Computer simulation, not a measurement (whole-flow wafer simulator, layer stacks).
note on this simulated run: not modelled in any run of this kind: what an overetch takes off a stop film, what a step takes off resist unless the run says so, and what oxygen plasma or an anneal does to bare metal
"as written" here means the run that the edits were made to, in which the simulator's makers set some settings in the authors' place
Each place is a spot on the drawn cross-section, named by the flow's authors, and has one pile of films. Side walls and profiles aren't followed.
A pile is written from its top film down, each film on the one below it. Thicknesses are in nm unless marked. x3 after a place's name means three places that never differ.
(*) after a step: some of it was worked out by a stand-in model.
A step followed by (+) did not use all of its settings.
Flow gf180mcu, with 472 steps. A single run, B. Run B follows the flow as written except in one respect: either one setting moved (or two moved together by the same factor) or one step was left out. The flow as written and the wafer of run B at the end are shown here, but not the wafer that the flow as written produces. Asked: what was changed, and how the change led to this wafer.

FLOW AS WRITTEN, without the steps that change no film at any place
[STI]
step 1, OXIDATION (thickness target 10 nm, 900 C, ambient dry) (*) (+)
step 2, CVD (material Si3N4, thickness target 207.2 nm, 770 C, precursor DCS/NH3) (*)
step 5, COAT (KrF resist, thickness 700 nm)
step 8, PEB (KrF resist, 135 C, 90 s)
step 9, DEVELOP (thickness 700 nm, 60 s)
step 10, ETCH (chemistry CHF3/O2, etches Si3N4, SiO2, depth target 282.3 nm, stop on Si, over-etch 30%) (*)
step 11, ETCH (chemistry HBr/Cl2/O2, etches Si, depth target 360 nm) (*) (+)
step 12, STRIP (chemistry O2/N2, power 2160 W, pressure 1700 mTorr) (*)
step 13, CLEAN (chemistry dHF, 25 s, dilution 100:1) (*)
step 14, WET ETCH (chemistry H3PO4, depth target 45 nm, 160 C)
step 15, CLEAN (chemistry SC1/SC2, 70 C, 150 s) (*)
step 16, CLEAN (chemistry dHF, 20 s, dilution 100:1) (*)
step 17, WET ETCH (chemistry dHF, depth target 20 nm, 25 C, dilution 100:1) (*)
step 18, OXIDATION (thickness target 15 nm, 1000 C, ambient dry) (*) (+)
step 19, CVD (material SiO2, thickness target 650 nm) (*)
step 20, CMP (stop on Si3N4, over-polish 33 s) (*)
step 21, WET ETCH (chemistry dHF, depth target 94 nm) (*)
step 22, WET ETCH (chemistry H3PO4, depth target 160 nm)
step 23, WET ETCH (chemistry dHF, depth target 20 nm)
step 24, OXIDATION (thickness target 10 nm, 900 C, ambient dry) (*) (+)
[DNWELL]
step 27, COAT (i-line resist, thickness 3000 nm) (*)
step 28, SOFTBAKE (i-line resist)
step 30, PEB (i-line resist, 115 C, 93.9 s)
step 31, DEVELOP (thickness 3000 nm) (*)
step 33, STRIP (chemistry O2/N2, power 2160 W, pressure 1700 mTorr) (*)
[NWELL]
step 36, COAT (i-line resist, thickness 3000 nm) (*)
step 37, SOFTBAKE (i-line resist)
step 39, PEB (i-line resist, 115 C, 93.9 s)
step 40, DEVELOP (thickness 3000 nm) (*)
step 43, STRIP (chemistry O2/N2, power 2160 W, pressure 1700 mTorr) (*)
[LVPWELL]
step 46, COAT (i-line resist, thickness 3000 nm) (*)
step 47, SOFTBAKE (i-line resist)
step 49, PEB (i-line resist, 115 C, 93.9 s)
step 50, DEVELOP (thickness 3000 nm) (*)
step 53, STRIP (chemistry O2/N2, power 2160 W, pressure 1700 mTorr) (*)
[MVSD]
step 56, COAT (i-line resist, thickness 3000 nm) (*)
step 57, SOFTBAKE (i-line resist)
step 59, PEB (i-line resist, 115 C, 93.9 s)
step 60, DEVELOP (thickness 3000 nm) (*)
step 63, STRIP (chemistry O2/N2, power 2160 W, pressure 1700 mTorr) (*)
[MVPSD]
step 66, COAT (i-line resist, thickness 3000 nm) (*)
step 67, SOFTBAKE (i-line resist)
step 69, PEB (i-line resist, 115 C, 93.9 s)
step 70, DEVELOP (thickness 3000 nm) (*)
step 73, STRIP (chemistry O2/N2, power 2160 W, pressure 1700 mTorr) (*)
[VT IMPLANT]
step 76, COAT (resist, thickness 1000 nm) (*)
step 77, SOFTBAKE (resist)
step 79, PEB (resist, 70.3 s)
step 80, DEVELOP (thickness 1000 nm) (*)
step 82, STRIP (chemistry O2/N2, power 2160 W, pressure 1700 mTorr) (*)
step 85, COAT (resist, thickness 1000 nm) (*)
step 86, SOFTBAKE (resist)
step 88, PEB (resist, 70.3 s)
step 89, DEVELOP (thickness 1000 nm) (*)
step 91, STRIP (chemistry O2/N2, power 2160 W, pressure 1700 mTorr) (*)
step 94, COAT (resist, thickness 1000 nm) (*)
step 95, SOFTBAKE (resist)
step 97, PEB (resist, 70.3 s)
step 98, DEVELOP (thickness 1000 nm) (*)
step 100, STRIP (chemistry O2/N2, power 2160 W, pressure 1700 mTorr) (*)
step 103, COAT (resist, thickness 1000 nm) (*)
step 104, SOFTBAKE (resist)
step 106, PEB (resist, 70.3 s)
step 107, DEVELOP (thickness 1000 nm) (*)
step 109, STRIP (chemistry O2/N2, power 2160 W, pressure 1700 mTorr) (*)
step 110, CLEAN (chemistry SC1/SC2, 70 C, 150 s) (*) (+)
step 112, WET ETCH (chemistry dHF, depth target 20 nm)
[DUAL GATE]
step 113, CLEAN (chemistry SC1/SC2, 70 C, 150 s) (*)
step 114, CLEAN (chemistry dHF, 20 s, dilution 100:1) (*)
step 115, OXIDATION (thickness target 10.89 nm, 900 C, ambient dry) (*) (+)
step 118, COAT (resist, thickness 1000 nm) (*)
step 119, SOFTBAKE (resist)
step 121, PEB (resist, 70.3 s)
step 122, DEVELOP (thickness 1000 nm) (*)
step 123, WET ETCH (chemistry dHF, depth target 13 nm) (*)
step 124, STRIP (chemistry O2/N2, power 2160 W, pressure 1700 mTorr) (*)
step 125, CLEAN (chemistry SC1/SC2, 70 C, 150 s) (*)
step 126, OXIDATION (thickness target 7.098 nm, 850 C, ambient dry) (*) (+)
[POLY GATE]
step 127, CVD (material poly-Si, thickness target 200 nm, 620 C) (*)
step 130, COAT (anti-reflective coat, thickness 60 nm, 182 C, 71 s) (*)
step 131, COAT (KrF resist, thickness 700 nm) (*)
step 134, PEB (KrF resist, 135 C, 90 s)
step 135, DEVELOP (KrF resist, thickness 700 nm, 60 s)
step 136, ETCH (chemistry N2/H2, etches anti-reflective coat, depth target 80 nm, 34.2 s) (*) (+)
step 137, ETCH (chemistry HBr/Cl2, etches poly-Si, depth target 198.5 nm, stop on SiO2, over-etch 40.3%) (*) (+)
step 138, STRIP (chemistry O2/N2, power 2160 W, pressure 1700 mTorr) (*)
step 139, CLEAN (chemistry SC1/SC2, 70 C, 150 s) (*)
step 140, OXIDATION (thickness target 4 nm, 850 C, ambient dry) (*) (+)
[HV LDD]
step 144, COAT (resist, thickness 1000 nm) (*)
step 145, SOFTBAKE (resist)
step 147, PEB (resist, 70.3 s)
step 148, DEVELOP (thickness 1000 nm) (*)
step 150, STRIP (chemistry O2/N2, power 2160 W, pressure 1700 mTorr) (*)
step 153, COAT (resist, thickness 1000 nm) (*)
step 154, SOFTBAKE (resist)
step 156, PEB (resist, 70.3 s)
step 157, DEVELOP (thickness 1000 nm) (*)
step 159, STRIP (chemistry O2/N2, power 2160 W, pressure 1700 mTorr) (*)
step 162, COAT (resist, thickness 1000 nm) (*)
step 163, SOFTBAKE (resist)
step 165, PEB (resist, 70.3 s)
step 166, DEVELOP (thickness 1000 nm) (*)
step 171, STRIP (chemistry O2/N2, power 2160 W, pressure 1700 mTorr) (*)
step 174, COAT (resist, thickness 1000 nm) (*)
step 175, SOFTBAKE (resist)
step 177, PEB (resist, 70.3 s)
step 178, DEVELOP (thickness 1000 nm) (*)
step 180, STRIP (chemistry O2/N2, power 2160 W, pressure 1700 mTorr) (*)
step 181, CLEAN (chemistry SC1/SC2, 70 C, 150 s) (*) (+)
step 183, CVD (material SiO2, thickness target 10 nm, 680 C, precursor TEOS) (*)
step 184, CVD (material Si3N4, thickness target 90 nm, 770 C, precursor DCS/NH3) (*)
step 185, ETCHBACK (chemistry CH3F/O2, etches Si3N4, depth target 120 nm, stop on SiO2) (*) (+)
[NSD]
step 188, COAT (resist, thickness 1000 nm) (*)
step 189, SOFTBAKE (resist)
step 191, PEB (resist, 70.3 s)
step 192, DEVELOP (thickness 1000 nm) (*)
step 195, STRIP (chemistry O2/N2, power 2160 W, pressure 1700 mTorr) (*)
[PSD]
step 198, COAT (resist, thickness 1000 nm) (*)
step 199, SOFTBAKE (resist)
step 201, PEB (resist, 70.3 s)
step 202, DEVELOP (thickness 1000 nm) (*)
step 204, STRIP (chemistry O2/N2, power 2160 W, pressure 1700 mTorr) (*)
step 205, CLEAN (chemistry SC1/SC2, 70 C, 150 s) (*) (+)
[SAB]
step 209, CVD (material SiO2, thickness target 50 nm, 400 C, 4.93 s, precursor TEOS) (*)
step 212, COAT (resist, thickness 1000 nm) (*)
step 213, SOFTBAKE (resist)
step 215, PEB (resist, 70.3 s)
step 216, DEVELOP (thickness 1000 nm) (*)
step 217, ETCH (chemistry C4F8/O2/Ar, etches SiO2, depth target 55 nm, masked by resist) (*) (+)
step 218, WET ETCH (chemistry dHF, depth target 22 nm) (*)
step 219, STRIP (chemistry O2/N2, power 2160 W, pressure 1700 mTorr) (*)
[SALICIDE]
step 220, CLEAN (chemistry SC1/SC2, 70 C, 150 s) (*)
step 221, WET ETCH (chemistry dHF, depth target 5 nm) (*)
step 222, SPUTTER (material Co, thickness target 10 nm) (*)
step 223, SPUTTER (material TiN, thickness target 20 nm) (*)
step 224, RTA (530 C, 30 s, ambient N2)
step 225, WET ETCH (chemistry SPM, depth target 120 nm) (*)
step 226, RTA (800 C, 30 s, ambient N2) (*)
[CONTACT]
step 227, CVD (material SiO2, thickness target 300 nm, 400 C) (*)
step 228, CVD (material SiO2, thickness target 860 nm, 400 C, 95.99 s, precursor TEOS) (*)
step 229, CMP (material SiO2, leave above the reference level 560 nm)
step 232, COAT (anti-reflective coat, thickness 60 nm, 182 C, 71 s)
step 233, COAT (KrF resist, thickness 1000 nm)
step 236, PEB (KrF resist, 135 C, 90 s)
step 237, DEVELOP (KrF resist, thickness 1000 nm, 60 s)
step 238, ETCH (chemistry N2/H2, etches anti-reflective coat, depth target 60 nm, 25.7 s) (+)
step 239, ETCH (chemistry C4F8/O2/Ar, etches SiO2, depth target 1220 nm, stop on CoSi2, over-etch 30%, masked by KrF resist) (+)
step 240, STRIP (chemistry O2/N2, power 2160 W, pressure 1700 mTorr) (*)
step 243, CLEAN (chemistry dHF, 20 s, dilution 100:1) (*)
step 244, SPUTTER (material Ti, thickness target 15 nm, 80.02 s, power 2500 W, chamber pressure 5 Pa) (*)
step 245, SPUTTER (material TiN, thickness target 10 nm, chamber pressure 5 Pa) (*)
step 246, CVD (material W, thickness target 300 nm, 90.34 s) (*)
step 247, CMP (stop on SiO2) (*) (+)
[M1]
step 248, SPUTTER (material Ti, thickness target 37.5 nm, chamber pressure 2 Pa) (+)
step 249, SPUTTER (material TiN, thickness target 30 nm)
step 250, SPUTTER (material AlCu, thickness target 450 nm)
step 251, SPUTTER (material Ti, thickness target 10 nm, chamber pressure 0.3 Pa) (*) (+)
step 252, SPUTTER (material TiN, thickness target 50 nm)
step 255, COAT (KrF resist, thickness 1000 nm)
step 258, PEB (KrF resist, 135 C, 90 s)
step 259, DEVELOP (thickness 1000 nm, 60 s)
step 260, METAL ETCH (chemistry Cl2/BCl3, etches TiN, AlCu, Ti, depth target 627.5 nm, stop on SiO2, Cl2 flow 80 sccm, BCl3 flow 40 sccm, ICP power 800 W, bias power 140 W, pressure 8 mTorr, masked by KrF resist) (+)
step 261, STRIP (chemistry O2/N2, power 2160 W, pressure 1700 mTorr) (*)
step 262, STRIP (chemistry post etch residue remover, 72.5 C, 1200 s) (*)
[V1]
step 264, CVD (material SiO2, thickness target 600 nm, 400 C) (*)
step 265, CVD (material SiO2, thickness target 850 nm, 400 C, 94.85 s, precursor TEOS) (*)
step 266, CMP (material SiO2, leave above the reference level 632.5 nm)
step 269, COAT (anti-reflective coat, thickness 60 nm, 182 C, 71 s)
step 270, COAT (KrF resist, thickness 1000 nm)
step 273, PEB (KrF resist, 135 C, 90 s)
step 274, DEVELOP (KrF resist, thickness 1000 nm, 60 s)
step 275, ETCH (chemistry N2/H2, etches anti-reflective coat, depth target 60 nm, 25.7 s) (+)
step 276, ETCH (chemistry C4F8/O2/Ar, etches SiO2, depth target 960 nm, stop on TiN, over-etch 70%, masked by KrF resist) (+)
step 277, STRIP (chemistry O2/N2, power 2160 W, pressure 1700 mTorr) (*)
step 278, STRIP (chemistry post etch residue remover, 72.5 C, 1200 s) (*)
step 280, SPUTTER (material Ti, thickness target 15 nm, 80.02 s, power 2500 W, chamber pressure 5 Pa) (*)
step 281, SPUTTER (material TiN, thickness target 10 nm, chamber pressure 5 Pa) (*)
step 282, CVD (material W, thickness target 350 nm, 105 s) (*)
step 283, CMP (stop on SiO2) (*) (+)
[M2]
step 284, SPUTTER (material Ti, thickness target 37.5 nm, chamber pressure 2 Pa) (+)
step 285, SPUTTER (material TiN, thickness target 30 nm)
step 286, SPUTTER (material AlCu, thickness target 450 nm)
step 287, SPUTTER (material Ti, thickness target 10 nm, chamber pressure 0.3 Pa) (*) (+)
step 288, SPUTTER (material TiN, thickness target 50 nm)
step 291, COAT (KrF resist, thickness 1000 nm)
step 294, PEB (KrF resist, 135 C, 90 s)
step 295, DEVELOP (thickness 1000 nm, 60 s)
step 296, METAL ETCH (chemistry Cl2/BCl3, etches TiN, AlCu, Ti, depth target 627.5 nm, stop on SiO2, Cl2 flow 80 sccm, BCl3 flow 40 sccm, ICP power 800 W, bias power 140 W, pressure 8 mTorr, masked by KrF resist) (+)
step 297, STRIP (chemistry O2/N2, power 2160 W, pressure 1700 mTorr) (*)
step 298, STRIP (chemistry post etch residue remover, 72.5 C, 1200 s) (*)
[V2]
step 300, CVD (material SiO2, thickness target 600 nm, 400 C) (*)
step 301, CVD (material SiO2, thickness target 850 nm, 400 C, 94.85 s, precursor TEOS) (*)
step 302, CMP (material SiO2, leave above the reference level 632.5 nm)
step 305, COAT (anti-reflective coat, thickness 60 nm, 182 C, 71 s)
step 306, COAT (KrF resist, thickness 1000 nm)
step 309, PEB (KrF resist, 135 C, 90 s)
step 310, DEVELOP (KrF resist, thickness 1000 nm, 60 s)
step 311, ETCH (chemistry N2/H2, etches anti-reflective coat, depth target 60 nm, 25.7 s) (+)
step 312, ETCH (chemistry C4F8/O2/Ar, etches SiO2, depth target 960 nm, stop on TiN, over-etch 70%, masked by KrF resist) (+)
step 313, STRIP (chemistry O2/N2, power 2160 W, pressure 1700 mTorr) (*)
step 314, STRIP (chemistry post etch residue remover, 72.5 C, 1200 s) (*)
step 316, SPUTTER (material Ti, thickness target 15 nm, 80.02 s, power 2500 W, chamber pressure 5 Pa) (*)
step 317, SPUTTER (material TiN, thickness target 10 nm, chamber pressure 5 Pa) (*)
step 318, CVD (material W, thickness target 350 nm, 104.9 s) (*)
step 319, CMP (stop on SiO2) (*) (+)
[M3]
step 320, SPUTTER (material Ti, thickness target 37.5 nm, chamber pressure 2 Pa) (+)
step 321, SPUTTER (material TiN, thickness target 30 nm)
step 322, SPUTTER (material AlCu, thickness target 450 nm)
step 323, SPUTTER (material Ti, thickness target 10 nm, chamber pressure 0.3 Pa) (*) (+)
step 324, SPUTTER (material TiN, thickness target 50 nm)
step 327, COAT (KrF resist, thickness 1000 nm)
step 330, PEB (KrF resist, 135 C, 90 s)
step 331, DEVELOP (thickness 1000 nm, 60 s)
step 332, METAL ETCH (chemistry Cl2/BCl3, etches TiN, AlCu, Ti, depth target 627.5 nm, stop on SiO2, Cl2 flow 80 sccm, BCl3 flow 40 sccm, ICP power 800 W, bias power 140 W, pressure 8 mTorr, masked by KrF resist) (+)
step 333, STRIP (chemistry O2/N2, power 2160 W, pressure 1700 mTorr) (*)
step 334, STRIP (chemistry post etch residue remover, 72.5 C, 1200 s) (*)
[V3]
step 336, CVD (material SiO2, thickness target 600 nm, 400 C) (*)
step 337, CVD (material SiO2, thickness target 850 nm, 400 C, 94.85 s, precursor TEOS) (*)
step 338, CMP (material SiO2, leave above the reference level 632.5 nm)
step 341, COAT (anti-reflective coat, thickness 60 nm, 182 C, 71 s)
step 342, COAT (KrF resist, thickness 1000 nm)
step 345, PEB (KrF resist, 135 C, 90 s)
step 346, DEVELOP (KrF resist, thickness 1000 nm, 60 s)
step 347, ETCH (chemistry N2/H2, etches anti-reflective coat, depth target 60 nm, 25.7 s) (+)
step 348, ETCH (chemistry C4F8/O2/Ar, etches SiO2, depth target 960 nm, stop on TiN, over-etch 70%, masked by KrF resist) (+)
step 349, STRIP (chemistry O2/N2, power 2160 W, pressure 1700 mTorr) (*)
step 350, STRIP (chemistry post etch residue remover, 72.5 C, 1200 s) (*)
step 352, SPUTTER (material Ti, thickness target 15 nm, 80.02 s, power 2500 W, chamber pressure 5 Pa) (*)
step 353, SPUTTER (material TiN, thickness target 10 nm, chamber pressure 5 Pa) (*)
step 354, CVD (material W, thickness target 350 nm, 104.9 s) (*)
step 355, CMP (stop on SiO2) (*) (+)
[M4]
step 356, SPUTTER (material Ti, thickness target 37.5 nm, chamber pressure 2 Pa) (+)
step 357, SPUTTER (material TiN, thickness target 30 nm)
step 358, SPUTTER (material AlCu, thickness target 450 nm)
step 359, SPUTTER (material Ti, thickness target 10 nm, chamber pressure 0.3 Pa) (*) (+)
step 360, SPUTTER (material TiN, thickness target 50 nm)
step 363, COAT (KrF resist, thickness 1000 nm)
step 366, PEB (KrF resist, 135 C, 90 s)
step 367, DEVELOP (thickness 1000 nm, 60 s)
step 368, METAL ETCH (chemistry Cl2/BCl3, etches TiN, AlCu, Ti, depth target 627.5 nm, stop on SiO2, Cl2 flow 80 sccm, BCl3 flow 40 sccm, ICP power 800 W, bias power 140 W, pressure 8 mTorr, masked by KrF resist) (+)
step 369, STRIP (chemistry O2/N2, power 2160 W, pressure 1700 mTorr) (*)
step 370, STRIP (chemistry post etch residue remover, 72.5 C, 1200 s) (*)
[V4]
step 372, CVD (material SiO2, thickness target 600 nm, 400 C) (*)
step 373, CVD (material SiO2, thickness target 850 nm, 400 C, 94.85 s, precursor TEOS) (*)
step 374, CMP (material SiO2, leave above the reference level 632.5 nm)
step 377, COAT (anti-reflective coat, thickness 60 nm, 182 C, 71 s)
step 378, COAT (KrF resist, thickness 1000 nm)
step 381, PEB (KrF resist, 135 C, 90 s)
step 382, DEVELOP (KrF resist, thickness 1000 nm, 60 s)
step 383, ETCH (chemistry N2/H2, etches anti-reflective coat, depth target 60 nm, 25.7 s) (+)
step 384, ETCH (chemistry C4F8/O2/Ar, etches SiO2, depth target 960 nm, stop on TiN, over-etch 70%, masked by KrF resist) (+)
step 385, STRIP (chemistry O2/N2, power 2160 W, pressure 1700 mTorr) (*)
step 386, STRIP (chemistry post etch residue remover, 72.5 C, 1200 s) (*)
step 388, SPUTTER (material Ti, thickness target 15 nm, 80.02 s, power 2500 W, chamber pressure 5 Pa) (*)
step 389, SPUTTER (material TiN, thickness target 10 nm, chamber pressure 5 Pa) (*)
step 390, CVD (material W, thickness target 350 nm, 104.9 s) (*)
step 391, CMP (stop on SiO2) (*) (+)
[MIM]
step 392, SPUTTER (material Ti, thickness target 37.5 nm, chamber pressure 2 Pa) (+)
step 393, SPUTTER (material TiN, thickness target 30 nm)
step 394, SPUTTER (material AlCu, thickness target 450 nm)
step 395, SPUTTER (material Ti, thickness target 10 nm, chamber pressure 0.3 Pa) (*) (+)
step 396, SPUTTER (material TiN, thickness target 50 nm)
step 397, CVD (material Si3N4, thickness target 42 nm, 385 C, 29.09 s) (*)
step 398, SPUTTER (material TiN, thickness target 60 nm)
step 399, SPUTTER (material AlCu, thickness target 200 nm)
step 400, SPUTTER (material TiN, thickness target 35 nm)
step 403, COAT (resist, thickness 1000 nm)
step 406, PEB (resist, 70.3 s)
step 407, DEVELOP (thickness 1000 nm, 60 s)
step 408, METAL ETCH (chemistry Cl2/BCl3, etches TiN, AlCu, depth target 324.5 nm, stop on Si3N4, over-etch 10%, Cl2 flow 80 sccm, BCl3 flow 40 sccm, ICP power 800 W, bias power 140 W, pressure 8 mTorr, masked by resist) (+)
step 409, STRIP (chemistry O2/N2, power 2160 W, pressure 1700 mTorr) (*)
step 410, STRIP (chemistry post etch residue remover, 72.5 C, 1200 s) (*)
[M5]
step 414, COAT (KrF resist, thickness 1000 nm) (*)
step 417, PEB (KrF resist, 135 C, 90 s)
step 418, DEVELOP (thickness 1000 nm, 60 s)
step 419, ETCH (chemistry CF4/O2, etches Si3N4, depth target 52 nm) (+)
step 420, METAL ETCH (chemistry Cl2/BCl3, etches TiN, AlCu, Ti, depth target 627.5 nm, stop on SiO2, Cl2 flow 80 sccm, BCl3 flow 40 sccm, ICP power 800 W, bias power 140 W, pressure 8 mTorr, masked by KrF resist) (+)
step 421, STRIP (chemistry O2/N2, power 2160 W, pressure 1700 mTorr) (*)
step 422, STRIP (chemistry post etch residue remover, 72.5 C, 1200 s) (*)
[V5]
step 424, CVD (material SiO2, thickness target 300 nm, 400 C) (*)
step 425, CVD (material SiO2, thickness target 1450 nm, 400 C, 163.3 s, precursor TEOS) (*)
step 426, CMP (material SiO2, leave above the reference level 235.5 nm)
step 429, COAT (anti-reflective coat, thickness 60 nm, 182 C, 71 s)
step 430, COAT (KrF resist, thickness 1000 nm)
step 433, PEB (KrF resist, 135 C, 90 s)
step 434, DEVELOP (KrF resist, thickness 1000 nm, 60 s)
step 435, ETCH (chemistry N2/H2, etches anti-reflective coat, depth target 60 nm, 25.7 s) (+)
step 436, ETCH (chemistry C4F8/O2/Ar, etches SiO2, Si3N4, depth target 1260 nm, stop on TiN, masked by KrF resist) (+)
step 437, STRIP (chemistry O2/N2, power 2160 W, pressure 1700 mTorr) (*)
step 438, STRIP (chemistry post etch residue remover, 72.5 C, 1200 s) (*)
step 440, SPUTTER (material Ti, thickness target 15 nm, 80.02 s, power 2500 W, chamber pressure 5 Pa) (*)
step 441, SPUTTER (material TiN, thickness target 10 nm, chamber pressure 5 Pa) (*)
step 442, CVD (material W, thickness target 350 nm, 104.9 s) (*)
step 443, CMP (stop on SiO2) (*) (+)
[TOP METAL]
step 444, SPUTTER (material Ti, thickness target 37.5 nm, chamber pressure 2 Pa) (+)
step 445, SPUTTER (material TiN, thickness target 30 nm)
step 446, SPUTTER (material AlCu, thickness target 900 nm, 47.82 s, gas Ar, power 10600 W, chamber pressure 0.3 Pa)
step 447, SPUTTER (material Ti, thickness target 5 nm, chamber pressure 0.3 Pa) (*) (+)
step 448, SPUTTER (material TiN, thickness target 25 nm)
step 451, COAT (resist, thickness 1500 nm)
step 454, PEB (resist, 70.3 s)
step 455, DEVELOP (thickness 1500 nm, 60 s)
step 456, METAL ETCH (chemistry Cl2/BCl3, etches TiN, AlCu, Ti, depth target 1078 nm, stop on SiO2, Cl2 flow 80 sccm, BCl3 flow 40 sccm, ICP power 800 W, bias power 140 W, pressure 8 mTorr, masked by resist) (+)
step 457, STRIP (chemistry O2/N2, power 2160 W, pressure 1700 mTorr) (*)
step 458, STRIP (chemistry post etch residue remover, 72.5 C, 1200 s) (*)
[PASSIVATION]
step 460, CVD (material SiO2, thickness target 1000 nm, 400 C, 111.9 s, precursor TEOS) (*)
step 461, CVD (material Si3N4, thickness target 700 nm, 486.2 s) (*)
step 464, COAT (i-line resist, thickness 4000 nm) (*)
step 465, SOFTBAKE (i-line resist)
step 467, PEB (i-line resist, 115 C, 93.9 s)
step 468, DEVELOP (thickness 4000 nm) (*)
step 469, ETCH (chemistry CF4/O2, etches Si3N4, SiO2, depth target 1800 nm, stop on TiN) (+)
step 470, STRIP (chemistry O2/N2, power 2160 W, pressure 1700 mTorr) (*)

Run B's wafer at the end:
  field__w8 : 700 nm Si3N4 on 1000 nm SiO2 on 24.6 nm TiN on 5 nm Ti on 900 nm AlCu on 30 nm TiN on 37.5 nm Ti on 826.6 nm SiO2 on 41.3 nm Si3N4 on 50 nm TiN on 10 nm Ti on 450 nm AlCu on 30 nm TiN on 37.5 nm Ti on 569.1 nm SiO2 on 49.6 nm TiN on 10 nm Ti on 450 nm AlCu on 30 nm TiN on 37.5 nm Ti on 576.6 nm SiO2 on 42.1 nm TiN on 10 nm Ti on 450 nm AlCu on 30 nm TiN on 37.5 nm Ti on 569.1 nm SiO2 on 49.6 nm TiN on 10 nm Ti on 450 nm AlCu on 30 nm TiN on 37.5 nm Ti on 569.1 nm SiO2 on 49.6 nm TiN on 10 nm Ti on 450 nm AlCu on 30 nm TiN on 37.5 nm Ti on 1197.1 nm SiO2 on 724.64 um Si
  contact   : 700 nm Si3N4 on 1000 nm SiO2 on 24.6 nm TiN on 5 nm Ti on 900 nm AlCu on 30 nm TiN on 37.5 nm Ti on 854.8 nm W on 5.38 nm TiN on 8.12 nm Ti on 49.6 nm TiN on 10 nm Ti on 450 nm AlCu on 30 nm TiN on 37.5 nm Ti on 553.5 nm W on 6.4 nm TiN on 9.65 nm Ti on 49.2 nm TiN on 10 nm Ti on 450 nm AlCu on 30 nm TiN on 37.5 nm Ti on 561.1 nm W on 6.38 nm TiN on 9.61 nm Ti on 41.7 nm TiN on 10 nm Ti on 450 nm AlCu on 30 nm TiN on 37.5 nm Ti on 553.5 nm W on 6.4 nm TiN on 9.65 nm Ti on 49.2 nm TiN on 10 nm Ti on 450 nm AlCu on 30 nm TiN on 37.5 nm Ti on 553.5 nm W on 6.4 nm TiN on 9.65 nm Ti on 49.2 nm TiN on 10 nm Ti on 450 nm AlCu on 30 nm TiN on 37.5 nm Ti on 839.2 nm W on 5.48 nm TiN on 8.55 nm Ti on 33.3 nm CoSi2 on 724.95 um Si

The reason: step 324, SPUTTER: thickness target 42.5 nm was run, while the flow as written has thickness target 50 nm.

The path from the change to this, step by step:
  step 324, SPUTTER (material TiN, thickness target 50 nm)
      field, field__w1, field__w2 and 108 more: +42.5 TiN (new film) (in the flow as written it would be: +50 TiN (new film))
  step 332, METAL ETCH (chemistry Cl2/BCl3, etches TiN, AlCu, Ti, depth target 627.5 nm, stop on SiO2, Cl2 flow 80 sccm, BCl3 flow 40 sccm, ICP power 800 W, bias power 140 W, pressure 8 mTorr, masked by KrF resist) (+)
      field, field__w1, field__w2 and 103 more: -42.5 TiN (all of it), -10 Ti (all of it), -450 AlCu (all of it), -30 TiN (all of it), -37.5 Ti (all of it) (in the flow as written it would be: -50 TiN (all of it), -10 Ti (all of it), -450 AlCu (all of it), -30 TiN (all of it), -37.5 Ti (all of it))
